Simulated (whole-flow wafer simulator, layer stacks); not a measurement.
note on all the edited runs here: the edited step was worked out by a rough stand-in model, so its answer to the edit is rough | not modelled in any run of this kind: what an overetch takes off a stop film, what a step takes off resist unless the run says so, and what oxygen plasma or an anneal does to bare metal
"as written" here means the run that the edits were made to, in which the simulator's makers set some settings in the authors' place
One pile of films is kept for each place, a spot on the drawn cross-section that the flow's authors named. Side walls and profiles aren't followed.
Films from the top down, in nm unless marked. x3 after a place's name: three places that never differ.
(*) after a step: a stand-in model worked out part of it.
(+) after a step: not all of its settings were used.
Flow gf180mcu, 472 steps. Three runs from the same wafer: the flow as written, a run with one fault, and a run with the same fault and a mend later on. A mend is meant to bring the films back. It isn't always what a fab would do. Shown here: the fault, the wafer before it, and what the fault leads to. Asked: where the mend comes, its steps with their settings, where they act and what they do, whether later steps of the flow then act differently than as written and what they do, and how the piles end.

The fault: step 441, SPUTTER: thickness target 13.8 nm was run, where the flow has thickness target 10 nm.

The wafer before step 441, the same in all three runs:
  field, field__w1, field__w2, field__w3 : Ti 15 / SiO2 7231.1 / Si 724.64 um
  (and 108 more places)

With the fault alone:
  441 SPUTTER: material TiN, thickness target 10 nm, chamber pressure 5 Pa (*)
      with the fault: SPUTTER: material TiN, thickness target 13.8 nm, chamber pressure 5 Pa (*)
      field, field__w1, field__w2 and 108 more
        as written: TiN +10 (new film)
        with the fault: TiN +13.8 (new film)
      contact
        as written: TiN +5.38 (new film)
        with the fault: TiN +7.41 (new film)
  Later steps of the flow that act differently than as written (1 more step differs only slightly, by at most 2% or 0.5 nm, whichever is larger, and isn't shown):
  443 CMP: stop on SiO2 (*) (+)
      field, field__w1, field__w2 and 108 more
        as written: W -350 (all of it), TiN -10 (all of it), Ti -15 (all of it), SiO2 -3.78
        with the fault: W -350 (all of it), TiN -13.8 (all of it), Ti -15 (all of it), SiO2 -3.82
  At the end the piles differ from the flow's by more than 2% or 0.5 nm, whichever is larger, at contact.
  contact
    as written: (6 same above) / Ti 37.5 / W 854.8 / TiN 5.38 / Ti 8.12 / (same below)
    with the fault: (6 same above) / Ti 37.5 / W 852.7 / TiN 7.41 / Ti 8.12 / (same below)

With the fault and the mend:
  The mend comes after step 441.
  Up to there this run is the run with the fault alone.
  441a METAL ETCH: chemistry Cl2/BCl3, etches TiN, AlCu, Ti, depth target 3.8 nm, Cl2 flow 80 sccm, BCl3 flow 40 sccm, ICP power 800 W, bias power 140 W, pressure 8 mTorr (the flow's step 260 once more, with other settings)
      field, field__w1, field__w2 and 109 more
        TiN -3.8
  No later step of the flow acts differently than as written, at any place that is followed, by more than 2% or 0.5 nm, whichever is larger.
  At the end the piles differ from the flow's by more than 2% or 0.5 nm, whichever is larger, at contact.
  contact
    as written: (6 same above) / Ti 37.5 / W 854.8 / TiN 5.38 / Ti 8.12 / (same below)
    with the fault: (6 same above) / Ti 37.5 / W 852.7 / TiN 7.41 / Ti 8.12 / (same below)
    with the mend: (6 same above) / Ti 37.5 / W 856.6 / TiN 3.61 / Ti 8.12 / (same below)
